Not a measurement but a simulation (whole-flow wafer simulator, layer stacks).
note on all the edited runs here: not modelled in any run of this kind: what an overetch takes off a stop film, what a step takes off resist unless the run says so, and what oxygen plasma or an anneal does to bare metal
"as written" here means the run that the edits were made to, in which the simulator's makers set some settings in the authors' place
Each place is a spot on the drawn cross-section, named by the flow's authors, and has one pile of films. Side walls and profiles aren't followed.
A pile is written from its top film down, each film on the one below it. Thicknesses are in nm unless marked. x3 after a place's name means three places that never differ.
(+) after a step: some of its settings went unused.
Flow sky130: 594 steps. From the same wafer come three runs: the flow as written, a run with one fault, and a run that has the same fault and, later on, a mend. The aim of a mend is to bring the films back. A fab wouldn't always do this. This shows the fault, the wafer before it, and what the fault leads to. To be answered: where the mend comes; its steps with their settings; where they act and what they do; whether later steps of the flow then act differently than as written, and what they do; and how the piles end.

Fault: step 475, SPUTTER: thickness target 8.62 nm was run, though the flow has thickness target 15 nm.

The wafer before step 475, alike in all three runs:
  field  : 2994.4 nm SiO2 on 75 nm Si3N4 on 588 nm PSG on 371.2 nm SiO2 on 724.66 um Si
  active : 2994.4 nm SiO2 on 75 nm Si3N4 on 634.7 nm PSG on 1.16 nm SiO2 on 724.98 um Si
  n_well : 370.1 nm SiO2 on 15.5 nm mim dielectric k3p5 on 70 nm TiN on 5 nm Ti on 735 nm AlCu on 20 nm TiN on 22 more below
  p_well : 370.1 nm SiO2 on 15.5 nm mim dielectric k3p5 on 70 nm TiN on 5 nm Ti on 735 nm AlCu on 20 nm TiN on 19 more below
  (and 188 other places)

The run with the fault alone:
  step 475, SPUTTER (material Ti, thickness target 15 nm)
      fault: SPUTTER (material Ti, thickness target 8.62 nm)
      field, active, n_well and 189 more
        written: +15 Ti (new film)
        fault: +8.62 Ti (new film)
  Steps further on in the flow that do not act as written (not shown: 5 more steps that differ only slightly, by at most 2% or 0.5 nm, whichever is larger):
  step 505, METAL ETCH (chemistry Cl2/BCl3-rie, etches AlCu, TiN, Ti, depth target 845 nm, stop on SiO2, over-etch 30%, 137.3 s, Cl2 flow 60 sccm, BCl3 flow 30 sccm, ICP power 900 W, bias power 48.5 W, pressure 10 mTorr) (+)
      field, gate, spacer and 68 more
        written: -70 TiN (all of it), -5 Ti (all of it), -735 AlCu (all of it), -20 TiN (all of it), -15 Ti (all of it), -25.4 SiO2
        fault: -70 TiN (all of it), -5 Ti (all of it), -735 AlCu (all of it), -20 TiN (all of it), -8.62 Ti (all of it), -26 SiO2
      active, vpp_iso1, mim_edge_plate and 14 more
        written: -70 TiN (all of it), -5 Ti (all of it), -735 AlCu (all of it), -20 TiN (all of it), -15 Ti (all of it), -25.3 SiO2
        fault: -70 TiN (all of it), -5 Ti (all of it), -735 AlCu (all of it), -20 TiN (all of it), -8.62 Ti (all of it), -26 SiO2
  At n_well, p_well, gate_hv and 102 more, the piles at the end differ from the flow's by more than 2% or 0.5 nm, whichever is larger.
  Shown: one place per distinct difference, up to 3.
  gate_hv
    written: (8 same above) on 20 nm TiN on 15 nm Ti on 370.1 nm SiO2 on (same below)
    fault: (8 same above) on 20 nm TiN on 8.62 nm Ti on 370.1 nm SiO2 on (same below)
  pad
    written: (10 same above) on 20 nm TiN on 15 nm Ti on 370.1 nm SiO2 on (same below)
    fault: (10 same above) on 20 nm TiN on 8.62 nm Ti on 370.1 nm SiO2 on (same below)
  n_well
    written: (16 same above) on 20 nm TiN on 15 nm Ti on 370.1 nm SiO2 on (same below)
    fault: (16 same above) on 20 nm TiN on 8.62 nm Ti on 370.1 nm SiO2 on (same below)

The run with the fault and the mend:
  The mend follows step 475.
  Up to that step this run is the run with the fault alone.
  step 475a, SPUTTER (material Ti, thickness target 6.38 nm) (the flow's step 475 again, with other settings)
      field, active, n_well and 189 more
        +6.38 Ti
  Every later step of the flow that is run acts as written at every place that is followed.
  By the end, the piles equal the flow's at every place that both follow.
